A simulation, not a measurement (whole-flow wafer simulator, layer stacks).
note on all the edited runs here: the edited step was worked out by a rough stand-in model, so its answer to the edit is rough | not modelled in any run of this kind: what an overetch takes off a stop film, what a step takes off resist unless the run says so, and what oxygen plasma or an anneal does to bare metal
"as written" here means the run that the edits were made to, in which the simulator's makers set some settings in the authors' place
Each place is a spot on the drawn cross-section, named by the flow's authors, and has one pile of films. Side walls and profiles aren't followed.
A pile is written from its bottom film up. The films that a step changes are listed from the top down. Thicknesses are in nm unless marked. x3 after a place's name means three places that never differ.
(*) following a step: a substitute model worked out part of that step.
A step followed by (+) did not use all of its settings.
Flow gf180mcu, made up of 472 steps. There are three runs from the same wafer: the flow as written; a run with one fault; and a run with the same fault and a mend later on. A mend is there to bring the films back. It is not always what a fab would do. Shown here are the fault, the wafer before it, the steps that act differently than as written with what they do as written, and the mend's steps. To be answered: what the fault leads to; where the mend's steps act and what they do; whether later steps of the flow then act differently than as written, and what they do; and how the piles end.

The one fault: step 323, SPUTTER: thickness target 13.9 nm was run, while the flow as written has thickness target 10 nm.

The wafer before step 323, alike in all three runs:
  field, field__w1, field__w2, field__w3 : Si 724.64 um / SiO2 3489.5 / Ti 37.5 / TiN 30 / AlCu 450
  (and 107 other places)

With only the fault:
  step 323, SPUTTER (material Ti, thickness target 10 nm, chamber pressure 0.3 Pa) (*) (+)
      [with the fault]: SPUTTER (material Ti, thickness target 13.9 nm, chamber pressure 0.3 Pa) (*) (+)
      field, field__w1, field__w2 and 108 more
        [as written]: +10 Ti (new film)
        [with the fault]: +13.9 Ti (new film)
  Later steps of the flow acting differently than as written (5 other steps are not shown; they differ only slightly, by no more than 2% or 0.5 nm, whichever is larger):
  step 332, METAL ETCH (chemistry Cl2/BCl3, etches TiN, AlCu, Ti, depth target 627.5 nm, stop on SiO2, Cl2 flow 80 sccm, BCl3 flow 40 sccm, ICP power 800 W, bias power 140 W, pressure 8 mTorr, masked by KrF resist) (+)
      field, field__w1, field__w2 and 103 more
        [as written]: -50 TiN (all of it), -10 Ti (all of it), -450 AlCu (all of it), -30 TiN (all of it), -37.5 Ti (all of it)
        [with the fault]: -50 TiN (all of it), -13.9 Ti (all of it), -450 AlCu (all of it), -30 TiN (all of it), -37.5 Ti (all of it)
  By the end, the piles at field__w8, contact, m1, m1__w1, m1_nw depart from the flow's by more than 2% or 0.5 nm, whichever is larger.
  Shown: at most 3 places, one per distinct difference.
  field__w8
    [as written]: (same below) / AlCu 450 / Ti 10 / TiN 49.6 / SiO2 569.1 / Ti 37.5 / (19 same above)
    [with the fault]: (same below) / AlCu 450 / Ti 13.9 / TiN 49.6 / SiO2 565.2 / Ti 37.5 / (19 same above)
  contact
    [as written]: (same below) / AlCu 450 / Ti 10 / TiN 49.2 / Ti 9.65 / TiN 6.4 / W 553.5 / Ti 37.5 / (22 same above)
    [with the fault]: (same below) / AlCu 450 / Ti 13.9 / TiN 49.2 / Ti 9.67 / TiN 6.42 / W 549.6 / Ti 37.5 / (22 same above)

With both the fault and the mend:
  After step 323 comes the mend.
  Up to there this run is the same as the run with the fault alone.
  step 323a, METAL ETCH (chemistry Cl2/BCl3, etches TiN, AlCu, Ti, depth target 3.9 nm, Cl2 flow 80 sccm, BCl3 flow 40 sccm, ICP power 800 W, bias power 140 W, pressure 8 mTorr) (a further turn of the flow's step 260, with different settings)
      field, field__w1, field__w2 and 108 more
        -3.9 Ti
  Every later step of the flow that is run acts as written at every place that is followed.
  By the end, the piles equal the flow's at every place that both follow.
